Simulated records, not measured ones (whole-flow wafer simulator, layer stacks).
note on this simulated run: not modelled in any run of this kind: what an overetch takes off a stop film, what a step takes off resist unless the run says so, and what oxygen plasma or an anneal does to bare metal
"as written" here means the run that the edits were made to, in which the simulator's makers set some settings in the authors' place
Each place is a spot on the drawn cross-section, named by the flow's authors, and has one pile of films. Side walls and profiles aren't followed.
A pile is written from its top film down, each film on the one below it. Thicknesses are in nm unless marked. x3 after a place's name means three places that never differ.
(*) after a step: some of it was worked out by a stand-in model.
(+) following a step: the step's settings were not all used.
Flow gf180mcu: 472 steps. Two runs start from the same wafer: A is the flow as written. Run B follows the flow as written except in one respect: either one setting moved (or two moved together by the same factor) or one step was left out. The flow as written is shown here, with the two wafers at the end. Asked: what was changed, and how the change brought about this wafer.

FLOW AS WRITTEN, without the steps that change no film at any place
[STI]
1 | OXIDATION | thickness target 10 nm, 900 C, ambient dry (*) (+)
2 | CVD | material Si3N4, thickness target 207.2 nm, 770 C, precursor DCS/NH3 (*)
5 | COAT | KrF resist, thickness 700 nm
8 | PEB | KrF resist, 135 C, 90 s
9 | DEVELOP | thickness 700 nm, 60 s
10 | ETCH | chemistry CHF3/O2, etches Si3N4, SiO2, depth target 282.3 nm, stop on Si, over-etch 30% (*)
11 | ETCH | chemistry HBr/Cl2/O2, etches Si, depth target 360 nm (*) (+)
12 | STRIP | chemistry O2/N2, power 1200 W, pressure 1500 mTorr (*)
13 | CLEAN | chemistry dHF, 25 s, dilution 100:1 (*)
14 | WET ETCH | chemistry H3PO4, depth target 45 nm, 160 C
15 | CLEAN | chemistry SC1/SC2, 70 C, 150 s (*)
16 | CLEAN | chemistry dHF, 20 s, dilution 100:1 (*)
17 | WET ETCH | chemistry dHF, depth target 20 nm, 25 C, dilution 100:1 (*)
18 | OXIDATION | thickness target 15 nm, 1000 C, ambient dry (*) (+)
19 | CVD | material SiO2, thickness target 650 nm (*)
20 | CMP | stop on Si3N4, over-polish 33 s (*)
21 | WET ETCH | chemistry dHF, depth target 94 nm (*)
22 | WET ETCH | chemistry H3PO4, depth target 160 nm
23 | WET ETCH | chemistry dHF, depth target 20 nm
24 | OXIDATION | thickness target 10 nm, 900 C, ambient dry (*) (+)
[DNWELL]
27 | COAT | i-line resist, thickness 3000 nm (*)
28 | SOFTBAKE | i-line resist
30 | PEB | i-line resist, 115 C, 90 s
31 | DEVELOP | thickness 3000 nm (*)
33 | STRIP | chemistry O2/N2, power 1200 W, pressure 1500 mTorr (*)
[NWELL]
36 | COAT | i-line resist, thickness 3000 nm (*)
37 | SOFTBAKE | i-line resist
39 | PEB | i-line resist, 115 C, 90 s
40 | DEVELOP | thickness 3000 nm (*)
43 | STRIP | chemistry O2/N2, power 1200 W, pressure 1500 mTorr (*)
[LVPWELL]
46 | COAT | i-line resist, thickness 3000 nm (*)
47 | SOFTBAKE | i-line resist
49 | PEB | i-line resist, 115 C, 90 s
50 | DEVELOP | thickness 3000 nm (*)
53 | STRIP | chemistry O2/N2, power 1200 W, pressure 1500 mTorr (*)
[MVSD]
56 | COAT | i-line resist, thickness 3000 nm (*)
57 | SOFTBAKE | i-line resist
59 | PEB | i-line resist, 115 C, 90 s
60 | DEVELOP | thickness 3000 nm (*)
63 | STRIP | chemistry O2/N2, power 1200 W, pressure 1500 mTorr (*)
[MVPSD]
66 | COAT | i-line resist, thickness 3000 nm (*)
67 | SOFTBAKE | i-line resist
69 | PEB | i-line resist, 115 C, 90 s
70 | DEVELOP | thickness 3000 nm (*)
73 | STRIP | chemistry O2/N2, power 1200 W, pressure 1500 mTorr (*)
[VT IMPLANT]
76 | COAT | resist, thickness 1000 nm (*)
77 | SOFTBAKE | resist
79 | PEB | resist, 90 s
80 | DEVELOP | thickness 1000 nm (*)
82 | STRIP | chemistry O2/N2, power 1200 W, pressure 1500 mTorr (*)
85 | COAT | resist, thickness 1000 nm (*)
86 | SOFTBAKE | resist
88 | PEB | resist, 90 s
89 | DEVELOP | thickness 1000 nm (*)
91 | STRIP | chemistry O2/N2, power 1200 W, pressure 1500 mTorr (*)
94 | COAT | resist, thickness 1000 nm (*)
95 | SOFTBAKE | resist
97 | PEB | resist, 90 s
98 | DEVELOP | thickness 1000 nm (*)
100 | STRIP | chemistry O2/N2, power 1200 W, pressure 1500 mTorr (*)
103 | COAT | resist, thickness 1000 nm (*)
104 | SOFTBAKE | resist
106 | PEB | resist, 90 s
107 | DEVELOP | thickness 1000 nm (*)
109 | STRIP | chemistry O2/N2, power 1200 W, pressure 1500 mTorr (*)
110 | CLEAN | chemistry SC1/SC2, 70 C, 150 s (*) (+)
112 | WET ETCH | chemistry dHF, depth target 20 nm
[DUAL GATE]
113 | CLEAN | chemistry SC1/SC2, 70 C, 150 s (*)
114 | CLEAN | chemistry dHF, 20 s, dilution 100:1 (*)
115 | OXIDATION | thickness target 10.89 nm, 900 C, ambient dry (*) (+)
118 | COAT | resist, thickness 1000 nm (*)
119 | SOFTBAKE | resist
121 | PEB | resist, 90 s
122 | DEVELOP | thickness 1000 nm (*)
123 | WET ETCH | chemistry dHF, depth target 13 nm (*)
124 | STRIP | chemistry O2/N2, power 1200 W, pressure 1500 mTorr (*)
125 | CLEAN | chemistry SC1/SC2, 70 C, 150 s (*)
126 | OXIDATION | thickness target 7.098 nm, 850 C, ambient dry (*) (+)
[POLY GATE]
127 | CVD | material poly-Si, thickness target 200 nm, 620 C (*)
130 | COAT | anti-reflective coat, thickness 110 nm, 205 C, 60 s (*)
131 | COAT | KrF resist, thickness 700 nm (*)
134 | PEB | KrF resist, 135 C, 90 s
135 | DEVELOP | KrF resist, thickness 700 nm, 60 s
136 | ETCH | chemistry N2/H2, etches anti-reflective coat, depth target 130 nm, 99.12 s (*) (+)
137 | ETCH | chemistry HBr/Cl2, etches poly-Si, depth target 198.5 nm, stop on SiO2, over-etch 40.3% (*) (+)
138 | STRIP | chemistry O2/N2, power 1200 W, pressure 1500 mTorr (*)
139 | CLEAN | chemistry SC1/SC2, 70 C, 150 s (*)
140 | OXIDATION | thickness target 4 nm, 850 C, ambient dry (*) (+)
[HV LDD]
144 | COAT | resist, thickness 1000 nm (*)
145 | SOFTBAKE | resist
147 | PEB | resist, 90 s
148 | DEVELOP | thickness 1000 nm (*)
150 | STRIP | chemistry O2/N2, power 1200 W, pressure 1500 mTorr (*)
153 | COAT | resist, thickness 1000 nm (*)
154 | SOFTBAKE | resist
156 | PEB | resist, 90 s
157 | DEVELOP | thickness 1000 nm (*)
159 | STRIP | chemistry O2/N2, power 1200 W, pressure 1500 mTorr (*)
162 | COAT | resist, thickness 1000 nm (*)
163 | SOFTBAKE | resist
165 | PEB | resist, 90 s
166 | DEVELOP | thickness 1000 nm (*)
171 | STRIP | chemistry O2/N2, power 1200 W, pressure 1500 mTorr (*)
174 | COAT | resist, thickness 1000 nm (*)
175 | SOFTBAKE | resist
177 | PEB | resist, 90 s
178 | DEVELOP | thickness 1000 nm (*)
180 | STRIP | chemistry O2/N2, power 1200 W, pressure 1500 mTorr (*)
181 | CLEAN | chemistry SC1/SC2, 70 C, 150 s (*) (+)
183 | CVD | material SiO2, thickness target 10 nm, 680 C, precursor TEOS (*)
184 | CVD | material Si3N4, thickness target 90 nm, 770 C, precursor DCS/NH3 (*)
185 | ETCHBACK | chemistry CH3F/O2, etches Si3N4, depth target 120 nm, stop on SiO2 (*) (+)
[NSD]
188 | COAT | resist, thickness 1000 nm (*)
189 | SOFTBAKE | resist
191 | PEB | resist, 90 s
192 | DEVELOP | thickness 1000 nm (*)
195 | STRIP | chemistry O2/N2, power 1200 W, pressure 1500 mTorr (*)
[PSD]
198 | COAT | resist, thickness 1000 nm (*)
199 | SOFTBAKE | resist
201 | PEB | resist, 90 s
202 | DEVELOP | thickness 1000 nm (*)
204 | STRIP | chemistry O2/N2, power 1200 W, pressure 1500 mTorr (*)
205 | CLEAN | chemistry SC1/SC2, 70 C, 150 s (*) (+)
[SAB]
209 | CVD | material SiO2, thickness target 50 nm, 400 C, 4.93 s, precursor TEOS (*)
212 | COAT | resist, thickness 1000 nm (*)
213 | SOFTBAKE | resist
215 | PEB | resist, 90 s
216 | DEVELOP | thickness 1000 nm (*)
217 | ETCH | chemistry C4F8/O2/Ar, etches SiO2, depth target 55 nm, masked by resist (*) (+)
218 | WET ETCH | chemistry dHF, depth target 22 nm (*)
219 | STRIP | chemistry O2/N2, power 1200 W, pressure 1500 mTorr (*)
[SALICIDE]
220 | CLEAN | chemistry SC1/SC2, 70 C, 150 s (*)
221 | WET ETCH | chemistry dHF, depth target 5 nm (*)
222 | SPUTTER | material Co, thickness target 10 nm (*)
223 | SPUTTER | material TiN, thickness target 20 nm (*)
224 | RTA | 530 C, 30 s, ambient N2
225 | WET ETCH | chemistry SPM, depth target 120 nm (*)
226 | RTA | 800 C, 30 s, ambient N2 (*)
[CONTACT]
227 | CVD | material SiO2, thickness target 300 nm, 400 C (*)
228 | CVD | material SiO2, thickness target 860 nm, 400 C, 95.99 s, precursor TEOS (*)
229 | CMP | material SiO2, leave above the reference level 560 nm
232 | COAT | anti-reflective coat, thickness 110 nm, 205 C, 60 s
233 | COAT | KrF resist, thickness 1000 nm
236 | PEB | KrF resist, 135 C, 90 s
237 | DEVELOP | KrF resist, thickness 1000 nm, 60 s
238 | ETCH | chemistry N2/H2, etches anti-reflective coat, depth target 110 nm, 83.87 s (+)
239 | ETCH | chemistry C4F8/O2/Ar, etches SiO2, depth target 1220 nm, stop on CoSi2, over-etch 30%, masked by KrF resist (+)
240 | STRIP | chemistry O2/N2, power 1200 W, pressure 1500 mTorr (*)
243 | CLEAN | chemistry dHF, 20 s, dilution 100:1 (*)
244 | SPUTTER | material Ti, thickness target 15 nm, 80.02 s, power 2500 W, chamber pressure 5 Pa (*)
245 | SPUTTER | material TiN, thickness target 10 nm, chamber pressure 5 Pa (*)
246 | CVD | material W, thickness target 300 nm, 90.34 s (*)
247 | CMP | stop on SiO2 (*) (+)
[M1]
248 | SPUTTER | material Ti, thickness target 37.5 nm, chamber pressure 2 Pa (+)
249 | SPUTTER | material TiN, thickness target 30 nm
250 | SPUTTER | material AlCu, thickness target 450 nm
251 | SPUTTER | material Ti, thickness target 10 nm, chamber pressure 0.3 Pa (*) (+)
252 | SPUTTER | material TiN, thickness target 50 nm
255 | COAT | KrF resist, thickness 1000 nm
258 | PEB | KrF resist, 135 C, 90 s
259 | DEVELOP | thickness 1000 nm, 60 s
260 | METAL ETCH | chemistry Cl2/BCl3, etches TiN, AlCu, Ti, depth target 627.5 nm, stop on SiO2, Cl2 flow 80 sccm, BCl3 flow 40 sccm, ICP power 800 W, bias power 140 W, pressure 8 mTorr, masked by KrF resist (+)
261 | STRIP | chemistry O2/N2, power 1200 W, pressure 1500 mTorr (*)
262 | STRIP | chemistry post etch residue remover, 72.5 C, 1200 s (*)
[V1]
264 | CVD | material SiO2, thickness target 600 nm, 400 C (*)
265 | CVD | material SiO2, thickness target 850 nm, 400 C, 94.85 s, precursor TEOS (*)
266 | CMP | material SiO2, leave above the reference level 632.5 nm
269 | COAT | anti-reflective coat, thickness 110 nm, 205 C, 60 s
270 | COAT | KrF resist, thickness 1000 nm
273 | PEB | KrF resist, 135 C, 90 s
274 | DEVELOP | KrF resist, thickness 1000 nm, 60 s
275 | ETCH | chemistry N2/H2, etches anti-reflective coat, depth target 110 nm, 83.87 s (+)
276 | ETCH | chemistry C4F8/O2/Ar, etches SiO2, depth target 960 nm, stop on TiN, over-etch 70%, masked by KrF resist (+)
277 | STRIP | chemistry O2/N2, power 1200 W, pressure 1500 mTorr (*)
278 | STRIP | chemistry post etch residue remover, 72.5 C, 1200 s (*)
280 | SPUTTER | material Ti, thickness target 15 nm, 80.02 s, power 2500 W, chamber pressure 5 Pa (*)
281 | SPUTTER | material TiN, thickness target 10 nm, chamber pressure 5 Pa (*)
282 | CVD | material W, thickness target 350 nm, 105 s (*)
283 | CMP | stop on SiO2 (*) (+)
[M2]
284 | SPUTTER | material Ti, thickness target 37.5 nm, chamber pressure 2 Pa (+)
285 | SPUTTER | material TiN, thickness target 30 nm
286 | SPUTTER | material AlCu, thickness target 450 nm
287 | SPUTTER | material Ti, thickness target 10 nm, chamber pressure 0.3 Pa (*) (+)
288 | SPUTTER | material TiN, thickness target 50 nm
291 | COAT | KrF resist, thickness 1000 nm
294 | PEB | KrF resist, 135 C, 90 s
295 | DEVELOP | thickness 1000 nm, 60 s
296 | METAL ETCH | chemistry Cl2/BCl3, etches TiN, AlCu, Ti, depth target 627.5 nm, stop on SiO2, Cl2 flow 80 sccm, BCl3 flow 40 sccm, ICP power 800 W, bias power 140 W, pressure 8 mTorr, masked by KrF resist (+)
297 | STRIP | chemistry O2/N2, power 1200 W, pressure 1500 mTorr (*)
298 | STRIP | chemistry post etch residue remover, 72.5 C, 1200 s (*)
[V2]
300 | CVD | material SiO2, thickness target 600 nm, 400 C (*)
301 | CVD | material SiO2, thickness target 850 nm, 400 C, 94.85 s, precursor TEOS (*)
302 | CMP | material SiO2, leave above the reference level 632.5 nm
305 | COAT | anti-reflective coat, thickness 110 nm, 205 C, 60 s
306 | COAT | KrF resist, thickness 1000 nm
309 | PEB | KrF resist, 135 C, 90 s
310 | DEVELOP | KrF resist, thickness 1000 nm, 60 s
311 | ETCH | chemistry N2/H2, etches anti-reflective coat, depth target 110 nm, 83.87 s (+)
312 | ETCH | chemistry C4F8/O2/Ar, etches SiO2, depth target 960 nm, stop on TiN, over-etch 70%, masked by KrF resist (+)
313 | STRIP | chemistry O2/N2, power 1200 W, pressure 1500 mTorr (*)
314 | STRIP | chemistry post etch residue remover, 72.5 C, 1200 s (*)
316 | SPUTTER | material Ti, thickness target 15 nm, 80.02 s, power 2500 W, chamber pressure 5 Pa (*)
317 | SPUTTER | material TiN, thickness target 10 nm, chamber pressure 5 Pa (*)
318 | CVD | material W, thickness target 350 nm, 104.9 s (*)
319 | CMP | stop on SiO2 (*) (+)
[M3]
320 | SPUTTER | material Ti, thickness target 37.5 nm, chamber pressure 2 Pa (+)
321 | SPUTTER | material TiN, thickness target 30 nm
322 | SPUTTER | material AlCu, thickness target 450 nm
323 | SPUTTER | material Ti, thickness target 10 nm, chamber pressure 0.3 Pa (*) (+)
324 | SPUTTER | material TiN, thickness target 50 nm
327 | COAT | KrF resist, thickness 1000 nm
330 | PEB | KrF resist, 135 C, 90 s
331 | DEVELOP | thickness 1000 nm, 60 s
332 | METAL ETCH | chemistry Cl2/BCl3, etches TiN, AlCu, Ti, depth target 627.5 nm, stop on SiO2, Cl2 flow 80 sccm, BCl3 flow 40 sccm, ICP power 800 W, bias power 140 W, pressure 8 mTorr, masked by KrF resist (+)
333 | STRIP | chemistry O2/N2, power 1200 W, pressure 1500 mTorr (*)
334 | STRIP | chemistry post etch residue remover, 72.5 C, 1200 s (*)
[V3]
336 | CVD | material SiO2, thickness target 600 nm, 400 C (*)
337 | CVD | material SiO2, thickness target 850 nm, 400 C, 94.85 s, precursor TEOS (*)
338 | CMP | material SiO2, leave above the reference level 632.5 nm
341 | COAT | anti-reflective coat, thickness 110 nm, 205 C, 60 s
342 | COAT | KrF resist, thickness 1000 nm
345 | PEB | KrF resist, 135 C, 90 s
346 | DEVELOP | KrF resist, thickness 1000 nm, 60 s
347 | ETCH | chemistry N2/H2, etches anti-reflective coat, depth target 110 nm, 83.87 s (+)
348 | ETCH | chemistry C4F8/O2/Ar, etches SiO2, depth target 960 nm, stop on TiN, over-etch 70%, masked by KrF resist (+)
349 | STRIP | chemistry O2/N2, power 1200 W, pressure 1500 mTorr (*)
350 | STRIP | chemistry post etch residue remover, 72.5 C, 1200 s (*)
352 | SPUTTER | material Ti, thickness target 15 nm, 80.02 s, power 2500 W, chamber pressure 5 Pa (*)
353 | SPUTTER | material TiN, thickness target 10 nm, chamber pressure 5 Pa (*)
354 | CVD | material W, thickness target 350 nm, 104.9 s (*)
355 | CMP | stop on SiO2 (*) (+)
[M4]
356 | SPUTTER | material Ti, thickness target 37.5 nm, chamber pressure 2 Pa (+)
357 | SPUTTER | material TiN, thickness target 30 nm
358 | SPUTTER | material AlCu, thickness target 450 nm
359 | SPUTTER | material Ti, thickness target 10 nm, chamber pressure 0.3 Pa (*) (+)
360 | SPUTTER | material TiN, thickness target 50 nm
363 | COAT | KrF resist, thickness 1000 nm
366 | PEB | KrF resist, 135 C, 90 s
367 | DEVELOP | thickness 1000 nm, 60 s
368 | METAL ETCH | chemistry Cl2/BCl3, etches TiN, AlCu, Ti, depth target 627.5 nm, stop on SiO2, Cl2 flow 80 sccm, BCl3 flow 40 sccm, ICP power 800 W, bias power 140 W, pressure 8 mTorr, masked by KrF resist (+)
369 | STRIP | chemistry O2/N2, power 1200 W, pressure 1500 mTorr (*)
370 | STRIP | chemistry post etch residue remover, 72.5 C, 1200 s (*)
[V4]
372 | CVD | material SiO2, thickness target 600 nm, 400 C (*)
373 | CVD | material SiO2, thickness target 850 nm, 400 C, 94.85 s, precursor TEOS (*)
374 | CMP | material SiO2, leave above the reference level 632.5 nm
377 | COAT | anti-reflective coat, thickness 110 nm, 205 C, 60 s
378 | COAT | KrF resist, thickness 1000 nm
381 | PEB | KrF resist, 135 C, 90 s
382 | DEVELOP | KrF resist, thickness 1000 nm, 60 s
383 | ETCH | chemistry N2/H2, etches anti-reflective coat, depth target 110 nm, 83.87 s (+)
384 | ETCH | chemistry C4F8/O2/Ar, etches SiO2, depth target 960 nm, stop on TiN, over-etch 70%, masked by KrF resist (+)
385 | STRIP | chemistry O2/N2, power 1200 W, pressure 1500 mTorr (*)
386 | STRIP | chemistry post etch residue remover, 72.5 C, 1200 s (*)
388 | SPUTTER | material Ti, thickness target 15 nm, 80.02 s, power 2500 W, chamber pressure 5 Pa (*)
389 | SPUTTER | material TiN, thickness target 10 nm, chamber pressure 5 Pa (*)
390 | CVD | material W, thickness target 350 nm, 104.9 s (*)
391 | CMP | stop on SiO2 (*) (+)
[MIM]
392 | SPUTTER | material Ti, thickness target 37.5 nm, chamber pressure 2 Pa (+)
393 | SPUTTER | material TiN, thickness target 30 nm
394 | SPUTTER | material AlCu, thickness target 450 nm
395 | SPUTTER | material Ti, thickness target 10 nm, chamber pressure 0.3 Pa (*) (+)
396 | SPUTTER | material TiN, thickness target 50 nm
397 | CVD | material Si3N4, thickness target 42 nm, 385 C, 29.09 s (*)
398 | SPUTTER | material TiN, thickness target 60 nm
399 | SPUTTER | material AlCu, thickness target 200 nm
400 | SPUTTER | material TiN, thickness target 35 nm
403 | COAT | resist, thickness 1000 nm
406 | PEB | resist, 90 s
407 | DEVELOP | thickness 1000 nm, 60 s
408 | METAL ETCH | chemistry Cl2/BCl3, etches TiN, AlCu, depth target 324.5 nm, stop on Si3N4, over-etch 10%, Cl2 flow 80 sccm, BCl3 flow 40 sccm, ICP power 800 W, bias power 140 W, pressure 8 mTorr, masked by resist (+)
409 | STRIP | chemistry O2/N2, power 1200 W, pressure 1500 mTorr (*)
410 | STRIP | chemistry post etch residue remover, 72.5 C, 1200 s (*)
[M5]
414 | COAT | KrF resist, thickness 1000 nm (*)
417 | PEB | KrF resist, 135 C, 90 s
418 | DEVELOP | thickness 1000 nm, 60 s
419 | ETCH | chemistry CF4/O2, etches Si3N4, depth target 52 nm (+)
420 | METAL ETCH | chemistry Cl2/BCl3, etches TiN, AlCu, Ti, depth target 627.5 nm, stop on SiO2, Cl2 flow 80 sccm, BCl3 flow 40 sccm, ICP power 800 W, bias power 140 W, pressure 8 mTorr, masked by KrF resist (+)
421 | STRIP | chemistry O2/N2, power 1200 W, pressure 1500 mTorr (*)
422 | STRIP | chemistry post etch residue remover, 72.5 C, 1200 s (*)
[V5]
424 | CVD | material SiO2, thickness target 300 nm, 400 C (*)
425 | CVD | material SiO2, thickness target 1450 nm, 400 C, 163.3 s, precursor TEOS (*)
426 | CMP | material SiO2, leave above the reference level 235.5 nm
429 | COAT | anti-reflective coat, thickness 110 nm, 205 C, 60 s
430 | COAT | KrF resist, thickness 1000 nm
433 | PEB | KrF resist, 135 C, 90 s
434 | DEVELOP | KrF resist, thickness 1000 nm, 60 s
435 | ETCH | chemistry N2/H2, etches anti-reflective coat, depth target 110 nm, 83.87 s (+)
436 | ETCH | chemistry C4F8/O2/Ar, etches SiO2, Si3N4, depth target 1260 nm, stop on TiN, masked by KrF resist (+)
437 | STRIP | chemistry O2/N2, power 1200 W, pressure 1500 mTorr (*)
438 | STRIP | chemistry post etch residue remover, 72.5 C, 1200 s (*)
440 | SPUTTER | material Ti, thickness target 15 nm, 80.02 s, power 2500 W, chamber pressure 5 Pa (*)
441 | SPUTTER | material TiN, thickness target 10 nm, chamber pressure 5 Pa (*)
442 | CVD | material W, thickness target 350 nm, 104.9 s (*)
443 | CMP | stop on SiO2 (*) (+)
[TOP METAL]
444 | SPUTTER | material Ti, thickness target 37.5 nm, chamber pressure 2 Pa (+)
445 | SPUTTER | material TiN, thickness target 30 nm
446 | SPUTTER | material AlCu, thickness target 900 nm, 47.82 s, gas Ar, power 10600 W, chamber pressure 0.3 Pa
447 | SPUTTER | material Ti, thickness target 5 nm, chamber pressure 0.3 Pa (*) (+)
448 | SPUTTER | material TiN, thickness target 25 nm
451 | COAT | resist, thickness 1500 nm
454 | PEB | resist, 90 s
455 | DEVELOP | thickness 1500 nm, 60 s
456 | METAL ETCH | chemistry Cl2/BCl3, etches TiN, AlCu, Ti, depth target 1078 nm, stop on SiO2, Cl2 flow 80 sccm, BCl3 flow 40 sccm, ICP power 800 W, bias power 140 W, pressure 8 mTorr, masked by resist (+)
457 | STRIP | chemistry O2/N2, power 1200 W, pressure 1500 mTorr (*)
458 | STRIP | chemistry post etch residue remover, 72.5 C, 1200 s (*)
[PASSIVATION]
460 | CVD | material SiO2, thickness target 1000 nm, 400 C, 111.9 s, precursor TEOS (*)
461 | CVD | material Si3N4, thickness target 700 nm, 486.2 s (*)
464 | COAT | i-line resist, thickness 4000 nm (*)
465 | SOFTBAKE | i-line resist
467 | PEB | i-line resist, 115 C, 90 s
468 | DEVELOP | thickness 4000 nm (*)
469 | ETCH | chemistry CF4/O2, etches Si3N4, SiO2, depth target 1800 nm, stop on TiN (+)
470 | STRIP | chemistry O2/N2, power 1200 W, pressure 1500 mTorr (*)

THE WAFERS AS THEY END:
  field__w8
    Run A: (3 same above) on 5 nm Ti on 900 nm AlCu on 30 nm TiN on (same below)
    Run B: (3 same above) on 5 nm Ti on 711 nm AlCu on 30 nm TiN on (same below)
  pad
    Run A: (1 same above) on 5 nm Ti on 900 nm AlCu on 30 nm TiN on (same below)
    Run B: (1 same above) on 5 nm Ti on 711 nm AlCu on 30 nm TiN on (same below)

What caused this: step 446, SPUTTER: thickness target 711 nm was run, whereas the flow has thickness target 900 nm.
The wafer lets one read it off: field__w8 has AlCu 711, and step 446 as written asks for 900 nm.

Step by step, how the change led to this:
  446 | SPUTTER | material AlCu, thickness target 900 nm, 47.82 s, gas Ar, power 10600 W, chamber pressure 0.3 Pa
      field, field__w1, field__w2 and 109 more: A AlCu gains 900 (new film) | B AlCu gains 711 (new film)
  456 | METAL ETCH | chemistry Cl2/BCl3, etches TiN, AlCu, Ti, depth target 1078 nm, stop on SiO2, Cl2 flow 80 sccm, BCl3 flow 40 sccm, ICP power 800 W, bias power 140 W, pressure 8 mTorr, masked by resist (+)
      field, field__w1, field__w2 and 103 more: A TiN loses 25 (all of it), Ti loses 5 (all of it), AlCu loses 900 (all of it), TiN loses 30 (all of it), Ti loses 37.5 (all of it) | B TiN loses 25 (all of it), Ti loses 5 (all of it), AlCu loses 711 (all of it), TiN loses 30 (all of it), Ti loses 37.5 (all of it)
  464 | COAT | i-line resist, thickness 4000 nm (*)
      field__w8: A i-line resist gains 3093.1 (new film) | B i-line resist gains 3260.6 (new film)
      contact: A i-line resist gains 3153.6 (new film) | B i-line resist gains 3303.6 (new film)
      (as well as at 4 more places)
  465 | SOFTBAKE | i-line resist
      field__w5, field__w9: A i-line resist gains 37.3 | B i-line resist gains 27.9
      field: A i-line resist loses 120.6 | B i-line resist loses 90.7
      (as well as at 66 more places)
  467 | PEB | i-line resist, 115 C, 90 s
      field__w8, m1__w1: A i-line resist loses 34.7 | B i-line resist loses 37.7
      contact, m1: A i-line resist loses 35.1 | B i-line resist loses 38
      (as well as at 2 more places)
  468 | DEVELOP | thickness 4000 nm (*)
      pad: A i-line resist loses 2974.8 (all of it) | B i-line resist loses 3159.3 (all of it)
  470 | STRIP | chemistry O2/N2, power 1200 W, pressure 1500 mTorr (*)
      field__w8, m1__w1: A i-line resist loses 1787.7 (all of it) | B i-line resist loses 1969.9 (all of it)
      contact: A i-line resist loses 1811.2 (all of it) | B i-line resist loses 1986.9 (all of it)
      (as well as at 2 more places)
